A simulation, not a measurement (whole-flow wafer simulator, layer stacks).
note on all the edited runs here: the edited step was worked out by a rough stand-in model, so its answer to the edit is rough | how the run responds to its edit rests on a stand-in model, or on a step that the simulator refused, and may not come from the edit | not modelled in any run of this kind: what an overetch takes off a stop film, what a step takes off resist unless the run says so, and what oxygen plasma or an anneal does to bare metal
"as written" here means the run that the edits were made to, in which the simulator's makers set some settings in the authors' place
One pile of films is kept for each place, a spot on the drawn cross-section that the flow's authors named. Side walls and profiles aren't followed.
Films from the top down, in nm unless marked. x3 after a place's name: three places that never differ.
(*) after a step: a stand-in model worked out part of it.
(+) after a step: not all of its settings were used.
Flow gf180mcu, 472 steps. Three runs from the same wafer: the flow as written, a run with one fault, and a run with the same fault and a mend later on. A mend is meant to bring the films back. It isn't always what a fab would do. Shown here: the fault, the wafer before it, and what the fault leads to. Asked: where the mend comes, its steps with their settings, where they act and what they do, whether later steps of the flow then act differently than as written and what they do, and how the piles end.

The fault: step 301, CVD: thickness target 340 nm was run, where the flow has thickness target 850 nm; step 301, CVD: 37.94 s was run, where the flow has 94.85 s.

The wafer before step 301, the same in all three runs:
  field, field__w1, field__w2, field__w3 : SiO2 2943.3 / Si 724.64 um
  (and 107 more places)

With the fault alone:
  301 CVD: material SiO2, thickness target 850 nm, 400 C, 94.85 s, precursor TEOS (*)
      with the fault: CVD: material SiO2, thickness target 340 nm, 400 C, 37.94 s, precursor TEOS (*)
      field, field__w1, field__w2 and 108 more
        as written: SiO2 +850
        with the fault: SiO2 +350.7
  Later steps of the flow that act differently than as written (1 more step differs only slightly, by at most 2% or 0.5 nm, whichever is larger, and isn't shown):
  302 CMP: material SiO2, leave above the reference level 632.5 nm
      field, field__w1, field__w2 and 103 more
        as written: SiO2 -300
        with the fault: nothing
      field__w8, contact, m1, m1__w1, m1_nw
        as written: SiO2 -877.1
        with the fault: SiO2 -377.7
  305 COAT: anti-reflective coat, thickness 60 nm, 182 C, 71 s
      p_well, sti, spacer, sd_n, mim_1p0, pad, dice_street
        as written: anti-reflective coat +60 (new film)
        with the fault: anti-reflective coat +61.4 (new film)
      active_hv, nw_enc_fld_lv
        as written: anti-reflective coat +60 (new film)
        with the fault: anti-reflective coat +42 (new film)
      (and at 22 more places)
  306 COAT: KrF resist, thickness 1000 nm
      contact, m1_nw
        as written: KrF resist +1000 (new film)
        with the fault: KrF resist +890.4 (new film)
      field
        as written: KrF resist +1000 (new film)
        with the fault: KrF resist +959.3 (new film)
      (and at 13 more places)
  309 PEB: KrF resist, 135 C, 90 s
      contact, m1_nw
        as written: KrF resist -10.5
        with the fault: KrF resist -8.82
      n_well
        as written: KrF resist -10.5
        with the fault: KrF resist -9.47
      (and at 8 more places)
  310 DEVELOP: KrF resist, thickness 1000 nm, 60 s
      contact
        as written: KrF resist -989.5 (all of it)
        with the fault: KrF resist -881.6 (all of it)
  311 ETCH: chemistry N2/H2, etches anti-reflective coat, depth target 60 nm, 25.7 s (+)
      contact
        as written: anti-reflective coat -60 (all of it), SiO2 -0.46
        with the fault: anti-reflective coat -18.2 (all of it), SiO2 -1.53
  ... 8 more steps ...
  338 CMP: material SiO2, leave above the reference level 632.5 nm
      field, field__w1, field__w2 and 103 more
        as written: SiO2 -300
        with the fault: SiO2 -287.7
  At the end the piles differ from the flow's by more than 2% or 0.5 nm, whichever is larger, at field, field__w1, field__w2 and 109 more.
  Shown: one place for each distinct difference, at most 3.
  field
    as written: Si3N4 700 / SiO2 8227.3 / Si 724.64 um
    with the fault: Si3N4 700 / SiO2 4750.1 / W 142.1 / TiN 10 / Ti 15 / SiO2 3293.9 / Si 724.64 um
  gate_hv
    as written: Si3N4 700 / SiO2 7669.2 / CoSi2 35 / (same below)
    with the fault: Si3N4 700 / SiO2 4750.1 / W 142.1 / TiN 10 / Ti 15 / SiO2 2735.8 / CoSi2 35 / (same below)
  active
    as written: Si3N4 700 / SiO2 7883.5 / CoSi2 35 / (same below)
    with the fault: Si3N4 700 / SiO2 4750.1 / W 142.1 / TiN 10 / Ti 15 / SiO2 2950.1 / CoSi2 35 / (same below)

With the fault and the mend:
  The mend comes after step 301.
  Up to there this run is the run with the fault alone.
  301a CVD: material SiO2, thickness target 510 nm, 400 C, 56.91 s, precursor TEOS (*) (the flow's step 301 once more, with other settings)
      field, field__w1, field__w2 and 108 more
        SiO2 +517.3
  Later steps of the flow that act differently than as written:
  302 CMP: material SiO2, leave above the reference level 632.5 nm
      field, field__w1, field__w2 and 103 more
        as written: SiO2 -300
        with the mend: SiO2 -318
  At the end the piles are the same as the flow's at every place that both follow.
